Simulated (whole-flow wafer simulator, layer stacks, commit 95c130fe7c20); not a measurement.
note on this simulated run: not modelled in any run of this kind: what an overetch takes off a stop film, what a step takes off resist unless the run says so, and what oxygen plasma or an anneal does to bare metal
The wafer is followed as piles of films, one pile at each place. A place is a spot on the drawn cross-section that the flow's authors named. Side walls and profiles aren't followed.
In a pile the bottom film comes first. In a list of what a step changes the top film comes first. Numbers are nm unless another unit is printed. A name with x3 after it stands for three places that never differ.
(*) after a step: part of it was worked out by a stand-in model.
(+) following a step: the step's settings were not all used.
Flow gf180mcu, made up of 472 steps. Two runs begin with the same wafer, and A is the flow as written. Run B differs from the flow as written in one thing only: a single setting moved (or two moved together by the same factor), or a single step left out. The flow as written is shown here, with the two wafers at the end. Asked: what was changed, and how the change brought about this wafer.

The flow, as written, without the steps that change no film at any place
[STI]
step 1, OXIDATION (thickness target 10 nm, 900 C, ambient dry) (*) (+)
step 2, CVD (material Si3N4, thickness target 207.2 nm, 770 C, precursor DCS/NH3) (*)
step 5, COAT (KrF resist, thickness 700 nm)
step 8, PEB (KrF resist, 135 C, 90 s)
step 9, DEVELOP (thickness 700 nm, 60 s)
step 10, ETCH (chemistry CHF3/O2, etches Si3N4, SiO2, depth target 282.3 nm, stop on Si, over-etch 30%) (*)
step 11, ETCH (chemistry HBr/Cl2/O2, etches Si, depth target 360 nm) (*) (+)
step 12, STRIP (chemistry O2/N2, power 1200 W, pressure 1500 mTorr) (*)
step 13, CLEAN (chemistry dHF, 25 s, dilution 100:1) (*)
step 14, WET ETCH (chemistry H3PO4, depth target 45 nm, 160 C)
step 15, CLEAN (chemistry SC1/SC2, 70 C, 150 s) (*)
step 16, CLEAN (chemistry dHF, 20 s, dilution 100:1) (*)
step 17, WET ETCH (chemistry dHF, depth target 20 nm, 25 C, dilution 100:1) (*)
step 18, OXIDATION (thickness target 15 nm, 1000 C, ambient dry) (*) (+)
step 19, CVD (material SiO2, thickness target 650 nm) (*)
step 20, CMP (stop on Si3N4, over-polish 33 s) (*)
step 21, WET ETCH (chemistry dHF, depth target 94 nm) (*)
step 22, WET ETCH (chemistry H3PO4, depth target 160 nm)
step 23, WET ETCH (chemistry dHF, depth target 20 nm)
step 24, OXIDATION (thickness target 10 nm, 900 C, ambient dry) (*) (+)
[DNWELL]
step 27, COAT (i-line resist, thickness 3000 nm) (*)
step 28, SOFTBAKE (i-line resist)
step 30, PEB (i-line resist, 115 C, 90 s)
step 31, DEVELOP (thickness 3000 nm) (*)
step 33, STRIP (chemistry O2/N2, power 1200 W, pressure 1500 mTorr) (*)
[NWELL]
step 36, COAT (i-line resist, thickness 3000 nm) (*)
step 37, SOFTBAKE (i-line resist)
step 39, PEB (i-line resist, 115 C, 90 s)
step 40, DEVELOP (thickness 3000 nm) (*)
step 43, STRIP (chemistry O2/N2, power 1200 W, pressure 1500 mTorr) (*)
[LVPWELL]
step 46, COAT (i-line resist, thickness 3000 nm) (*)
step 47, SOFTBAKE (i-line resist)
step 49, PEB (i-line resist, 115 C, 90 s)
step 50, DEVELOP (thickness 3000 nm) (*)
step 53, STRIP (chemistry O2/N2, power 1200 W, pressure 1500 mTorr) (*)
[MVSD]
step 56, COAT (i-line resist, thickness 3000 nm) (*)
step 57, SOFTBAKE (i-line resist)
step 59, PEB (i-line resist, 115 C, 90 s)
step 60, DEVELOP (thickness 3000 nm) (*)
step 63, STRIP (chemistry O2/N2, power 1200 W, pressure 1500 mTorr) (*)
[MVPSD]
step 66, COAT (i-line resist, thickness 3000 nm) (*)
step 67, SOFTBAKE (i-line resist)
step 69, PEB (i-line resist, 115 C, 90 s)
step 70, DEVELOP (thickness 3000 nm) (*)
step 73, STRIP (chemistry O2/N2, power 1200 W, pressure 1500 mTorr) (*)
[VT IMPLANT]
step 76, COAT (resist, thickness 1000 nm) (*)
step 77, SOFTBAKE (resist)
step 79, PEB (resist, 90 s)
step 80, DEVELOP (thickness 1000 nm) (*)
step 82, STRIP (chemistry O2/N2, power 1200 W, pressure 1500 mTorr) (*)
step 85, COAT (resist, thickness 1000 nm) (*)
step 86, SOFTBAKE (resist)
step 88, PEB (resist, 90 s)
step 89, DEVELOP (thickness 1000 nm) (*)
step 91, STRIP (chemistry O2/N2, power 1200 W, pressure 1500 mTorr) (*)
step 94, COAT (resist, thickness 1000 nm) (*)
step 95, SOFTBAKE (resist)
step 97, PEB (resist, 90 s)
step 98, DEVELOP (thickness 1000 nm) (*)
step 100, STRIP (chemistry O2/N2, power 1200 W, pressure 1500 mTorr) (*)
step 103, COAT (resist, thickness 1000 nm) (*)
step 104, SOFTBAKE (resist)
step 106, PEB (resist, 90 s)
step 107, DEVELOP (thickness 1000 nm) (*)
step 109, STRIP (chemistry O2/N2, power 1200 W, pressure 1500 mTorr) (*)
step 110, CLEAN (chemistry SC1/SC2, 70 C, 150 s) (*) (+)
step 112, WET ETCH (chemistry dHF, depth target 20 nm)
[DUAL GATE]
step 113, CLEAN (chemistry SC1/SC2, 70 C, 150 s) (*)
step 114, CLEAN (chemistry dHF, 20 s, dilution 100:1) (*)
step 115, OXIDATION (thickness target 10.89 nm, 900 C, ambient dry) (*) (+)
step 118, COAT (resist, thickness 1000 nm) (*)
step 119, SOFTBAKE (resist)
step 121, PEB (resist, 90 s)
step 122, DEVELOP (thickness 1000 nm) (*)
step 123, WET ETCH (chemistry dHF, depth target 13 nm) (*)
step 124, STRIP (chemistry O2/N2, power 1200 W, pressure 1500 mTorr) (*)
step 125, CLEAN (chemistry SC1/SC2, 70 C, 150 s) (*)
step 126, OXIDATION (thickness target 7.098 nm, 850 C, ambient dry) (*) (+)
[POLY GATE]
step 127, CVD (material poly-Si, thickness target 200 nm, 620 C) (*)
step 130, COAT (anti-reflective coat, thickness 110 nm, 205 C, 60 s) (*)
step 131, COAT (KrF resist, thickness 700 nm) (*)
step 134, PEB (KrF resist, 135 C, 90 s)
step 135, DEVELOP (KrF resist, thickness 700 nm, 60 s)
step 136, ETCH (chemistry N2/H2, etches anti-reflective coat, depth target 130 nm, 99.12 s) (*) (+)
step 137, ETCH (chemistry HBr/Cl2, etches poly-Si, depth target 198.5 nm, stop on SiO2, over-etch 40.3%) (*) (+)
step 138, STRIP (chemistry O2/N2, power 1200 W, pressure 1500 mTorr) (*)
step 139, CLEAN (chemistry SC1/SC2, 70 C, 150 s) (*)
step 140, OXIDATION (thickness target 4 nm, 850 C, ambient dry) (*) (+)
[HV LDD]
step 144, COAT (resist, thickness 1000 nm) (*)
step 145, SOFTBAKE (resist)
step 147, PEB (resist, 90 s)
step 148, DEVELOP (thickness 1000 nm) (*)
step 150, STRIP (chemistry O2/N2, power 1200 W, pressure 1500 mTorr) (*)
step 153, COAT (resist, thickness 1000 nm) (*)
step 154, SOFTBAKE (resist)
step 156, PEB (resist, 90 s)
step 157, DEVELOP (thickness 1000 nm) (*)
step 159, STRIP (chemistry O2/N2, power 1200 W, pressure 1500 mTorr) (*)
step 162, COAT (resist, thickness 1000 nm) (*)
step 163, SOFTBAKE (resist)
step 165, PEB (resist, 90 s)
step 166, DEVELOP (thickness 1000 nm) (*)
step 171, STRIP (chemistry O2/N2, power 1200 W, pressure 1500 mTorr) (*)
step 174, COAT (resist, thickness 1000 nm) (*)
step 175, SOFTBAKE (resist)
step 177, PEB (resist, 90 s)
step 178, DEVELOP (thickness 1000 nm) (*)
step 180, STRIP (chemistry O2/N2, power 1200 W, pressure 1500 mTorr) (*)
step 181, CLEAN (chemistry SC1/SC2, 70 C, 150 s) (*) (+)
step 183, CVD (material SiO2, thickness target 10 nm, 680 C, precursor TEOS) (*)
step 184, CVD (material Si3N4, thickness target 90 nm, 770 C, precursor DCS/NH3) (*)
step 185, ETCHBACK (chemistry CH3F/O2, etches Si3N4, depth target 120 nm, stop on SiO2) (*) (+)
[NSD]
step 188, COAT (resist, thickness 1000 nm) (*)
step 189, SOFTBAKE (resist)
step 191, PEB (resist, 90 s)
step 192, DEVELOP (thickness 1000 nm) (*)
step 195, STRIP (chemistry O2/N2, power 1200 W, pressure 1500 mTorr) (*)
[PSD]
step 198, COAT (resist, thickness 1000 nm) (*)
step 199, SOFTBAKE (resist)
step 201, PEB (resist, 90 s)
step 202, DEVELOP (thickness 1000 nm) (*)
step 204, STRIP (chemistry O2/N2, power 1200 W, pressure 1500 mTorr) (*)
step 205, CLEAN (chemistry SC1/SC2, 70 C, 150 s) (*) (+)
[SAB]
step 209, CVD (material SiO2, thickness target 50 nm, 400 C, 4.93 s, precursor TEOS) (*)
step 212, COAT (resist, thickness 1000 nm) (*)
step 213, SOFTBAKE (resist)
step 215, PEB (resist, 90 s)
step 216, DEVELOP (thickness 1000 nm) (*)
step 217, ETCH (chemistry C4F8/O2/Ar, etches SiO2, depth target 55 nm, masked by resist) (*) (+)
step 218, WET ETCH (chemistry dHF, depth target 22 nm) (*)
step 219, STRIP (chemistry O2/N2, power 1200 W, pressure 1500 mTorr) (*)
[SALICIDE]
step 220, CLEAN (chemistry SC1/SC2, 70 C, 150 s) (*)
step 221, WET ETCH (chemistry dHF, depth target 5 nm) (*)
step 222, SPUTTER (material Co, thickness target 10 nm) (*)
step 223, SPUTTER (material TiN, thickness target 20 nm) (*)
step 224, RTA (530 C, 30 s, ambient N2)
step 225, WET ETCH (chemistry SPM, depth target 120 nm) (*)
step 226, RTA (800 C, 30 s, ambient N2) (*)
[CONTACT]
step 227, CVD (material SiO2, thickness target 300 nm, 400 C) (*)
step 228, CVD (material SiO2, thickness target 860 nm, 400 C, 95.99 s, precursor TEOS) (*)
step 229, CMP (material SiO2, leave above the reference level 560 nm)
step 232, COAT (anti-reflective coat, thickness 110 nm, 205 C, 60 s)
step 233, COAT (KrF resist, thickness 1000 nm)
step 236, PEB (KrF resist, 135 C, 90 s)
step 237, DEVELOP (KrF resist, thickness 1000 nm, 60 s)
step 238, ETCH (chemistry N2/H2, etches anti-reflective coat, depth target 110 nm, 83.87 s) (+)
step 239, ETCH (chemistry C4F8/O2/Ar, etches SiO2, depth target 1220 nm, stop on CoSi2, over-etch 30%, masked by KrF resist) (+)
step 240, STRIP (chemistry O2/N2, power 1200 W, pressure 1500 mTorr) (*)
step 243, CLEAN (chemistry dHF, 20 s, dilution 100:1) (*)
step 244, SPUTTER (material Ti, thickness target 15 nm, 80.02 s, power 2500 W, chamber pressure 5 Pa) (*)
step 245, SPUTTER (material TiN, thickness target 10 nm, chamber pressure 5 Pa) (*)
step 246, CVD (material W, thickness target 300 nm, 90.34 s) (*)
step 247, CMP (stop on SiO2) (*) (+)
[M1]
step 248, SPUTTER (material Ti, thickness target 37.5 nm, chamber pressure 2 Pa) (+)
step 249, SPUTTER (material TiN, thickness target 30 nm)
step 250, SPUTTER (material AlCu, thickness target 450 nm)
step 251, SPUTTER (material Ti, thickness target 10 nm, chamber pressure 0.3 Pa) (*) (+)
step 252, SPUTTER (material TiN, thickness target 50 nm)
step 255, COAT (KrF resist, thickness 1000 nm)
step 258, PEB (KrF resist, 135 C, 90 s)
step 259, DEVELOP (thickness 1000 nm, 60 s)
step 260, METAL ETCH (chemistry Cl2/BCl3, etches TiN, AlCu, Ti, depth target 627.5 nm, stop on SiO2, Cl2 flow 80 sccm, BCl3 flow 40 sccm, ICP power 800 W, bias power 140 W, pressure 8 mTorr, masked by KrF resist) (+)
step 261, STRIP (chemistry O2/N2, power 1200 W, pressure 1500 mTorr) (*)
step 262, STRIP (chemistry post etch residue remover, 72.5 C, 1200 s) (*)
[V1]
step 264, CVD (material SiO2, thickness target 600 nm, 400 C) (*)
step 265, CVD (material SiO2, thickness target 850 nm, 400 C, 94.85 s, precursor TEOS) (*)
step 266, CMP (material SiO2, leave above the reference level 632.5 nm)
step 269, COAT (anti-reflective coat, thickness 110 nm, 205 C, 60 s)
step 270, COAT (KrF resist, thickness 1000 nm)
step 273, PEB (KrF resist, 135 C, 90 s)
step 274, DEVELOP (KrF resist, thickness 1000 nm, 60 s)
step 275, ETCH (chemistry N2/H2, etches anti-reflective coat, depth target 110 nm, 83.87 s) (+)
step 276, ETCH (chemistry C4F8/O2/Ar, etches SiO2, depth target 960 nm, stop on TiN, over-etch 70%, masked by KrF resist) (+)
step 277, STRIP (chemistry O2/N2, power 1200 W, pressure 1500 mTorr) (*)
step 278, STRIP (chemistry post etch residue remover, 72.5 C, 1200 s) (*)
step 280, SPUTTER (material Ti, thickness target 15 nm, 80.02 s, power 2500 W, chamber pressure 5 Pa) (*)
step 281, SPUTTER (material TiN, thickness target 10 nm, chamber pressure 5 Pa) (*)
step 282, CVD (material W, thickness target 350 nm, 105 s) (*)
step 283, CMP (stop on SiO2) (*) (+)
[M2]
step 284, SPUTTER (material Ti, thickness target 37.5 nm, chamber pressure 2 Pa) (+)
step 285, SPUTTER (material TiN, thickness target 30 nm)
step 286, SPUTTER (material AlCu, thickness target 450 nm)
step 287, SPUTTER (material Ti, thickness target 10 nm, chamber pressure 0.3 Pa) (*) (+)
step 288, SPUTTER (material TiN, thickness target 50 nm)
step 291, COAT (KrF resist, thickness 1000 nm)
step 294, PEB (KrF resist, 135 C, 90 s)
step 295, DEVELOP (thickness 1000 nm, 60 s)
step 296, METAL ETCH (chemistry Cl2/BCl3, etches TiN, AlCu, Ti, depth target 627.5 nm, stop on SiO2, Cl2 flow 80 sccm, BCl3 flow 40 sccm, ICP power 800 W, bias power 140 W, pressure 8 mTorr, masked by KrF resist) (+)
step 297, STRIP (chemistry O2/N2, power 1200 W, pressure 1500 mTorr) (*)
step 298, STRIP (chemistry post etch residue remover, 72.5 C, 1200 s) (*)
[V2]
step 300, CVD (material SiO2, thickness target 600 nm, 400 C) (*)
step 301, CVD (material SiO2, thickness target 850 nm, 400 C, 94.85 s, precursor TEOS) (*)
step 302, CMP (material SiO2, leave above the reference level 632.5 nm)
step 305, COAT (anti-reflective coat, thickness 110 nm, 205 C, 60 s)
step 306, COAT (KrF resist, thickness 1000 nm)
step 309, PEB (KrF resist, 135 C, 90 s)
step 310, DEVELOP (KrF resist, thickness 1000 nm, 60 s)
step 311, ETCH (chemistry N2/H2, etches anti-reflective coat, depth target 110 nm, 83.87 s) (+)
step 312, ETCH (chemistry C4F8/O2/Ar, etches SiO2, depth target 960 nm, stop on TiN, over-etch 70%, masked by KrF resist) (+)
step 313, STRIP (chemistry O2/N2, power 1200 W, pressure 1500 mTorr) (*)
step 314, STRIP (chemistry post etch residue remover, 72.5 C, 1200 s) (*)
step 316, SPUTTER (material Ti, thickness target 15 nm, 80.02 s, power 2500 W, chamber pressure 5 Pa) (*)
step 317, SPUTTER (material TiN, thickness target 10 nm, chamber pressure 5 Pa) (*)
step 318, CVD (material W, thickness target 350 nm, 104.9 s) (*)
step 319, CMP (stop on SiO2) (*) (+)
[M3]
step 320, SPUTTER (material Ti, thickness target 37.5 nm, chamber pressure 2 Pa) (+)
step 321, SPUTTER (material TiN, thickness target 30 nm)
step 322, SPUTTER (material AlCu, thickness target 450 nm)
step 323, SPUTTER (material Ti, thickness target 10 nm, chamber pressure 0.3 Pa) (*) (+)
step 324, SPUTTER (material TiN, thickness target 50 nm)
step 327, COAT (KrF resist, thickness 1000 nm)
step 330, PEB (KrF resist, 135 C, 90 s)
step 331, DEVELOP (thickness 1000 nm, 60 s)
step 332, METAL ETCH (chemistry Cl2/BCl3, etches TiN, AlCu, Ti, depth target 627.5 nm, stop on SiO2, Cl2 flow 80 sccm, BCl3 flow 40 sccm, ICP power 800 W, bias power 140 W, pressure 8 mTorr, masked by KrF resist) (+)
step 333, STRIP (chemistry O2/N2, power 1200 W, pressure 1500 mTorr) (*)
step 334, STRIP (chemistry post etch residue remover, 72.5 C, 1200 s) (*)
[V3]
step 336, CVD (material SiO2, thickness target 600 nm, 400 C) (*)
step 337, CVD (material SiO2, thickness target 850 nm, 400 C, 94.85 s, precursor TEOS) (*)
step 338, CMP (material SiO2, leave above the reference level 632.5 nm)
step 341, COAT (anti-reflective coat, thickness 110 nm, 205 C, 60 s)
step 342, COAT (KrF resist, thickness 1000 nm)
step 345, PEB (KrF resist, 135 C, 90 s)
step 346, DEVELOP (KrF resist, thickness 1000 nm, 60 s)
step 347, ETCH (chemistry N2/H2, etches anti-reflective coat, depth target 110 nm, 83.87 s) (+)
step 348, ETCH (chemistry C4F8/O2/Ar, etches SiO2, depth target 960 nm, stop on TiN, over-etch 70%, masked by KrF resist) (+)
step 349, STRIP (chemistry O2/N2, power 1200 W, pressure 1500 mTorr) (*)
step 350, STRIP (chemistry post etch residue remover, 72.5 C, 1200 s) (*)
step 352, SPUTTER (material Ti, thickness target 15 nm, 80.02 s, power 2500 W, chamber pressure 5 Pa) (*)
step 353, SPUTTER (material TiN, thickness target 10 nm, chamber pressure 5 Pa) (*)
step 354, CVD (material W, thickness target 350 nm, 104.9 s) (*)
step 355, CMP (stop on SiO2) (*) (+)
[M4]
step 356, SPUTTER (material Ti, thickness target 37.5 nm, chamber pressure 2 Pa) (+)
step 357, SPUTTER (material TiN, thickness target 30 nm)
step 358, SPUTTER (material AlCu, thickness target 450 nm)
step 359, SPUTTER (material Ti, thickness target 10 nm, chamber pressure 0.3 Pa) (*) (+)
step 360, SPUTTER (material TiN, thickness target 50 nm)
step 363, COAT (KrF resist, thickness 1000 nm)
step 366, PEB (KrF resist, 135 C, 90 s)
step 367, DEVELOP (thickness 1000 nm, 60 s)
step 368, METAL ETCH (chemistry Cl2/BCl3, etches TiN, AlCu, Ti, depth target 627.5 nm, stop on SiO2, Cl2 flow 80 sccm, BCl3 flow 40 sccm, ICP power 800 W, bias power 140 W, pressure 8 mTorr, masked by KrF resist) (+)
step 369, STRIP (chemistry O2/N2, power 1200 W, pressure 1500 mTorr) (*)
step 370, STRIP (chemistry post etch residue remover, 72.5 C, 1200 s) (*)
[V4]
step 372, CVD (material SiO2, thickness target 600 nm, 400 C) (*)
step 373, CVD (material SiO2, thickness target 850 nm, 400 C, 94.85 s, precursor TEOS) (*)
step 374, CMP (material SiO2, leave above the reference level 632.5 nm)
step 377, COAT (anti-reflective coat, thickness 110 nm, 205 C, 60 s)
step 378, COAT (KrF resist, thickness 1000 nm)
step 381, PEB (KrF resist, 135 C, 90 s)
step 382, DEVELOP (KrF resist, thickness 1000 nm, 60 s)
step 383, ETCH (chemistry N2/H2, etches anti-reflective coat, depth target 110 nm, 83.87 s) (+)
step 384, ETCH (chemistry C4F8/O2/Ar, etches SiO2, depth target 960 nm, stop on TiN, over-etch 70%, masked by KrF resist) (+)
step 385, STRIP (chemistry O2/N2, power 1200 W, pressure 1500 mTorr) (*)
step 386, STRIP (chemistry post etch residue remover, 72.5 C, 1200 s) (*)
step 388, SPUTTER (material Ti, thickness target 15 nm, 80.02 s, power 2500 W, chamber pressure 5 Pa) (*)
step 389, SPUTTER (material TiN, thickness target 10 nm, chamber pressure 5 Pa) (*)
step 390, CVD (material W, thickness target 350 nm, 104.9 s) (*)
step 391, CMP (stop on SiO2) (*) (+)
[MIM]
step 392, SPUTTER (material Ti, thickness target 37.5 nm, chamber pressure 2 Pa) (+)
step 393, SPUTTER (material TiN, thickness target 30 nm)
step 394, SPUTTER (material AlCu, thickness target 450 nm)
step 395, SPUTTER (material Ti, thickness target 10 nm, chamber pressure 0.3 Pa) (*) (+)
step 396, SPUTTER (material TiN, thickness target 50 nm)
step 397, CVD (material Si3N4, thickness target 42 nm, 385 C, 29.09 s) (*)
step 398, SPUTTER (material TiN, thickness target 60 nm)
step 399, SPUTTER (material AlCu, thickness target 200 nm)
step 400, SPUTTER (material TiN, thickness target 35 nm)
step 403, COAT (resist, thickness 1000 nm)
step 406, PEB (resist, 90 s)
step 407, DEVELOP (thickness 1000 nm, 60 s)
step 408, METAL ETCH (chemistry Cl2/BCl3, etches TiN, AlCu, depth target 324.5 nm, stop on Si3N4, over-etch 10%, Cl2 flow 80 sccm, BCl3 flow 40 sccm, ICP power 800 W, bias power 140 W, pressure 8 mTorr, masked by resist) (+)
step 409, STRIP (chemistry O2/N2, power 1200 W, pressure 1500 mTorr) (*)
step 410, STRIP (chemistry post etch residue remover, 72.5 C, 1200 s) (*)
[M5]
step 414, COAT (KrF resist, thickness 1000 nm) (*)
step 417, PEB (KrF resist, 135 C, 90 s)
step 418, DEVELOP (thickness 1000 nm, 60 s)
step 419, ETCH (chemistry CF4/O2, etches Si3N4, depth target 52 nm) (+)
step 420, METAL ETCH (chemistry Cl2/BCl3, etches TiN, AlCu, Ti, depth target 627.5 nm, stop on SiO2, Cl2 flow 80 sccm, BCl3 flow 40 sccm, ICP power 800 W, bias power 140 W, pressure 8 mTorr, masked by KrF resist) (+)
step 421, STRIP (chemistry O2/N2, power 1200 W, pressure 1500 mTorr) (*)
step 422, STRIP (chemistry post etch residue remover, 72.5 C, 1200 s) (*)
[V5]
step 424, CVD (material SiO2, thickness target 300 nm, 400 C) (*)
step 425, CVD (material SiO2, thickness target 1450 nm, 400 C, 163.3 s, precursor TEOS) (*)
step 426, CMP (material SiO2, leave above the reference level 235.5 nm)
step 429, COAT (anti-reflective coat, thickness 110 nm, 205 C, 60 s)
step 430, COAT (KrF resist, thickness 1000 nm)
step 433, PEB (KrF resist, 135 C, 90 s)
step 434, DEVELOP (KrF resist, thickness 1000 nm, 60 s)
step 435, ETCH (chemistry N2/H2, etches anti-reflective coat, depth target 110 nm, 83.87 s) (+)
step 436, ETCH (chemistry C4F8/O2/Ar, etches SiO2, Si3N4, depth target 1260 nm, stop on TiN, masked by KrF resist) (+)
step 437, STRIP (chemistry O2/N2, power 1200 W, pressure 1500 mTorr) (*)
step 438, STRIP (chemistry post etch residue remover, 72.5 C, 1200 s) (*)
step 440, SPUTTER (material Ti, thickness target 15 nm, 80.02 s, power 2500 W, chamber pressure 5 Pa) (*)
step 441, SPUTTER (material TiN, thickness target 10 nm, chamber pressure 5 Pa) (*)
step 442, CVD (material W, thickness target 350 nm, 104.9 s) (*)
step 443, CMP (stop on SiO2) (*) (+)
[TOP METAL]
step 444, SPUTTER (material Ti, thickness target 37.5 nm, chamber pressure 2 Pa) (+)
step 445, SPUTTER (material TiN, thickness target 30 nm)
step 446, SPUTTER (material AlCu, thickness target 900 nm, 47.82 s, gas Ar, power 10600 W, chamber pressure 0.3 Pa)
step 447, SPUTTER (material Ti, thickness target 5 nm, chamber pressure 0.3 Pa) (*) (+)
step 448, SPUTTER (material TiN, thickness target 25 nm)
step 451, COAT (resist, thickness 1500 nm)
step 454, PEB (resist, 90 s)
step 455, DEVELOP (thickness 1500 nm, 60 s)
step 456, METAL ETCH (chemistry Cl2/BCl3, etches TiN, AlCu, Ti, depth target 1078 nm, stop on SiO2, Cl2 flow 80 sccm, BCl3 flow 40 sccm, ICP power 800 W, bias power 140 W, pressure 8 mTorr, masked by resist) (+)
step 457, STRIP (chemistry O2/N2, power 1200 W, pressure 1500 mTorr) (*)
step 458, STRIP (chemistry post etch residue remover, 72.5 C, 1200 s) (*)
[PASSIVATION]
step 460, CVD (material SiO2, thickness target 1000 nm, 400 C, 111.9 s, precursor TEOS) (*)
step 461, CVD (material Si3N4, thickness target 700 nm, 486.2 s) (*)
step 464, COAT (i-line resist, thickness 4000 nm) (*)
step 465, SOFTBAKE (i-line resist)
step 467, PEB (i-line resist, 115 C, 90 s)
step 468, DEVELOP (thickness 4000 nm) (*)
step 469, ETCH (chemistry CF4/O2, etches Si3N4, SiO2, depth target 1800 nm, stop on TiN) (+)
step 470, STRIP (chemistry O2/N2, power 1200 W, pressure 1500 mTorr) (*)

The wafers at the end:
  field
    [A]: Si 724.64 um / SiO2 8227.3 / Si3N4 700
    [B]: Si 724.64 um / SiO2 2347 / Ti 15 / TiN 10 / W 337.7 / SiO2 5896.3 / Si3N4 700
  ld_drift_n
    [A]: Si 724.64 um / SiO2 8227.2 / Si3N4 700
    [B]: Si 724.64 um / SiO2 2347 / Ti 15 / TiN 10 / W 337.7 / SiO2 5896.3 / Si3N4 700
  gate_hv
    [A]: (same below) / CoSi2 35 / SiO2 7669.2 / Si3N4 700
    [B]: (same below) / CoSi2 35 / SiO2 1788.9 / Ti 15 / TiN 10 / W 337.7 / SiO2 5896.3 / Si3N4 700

What caused this: step 283, CMP: stop on SiO2 (*) (+), was not run.

The path from the change to this, step by step:
  step 296, METAL ETCH (chemistry Cl2/BCl3, etches TiN, AlCu, Ti, depth target 627.5 nm, stop on SiO2, Cl2 flow 80 sccm, BCl3 flow 40 sccm, ICP power 800 W, bias power 140 W, pressure 8 mTorr, masked by KrF resist) (+)
      field, field__w1, field__w2 and 103 more: A -50 TiN (all of it), -10 Ti (all of it), -450 AlCu (all of it), -30 TiN (all of it), -37.5 Ti (all of it) | B -50 TiN (all of it), -10 Ti (all of it), -450 AlCu (all of it), -30 TiN (all of it), -37.5 Ti (all of it), -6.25 W
  step 298, STRIP (chemistry post etch residue remover, 72.5 C, 1200 s) (*)
      field, field__w1, field__w2 and 103 more: A nothing | B -6.01 W
  step 300, CVD (material SiO2, thickness target 600 nm, 400 C) (*)
      field, field__w1, field__w2 and 103 more: A +600 SiO2 | B +600 SiO2 (new film)
  step 302, CMP (material SiO2, leave above the reference level 632.5 nm)
      field, field__w1, field__w2 and 103 more: A -300 SiO2 | B -287.7 SiO2
If metal films that touch count as one body, field has 1 body; the flow as written gives 0 bodies.
If metal films that touch count as one body, ld_drift_n has 1 body; the flow as written gives 0 bodies.
If metal films that touch count as one body, gate_hv has 2 bodies (between them, from the top down: SiO2 1788.9); the flow as written gives 1 body.
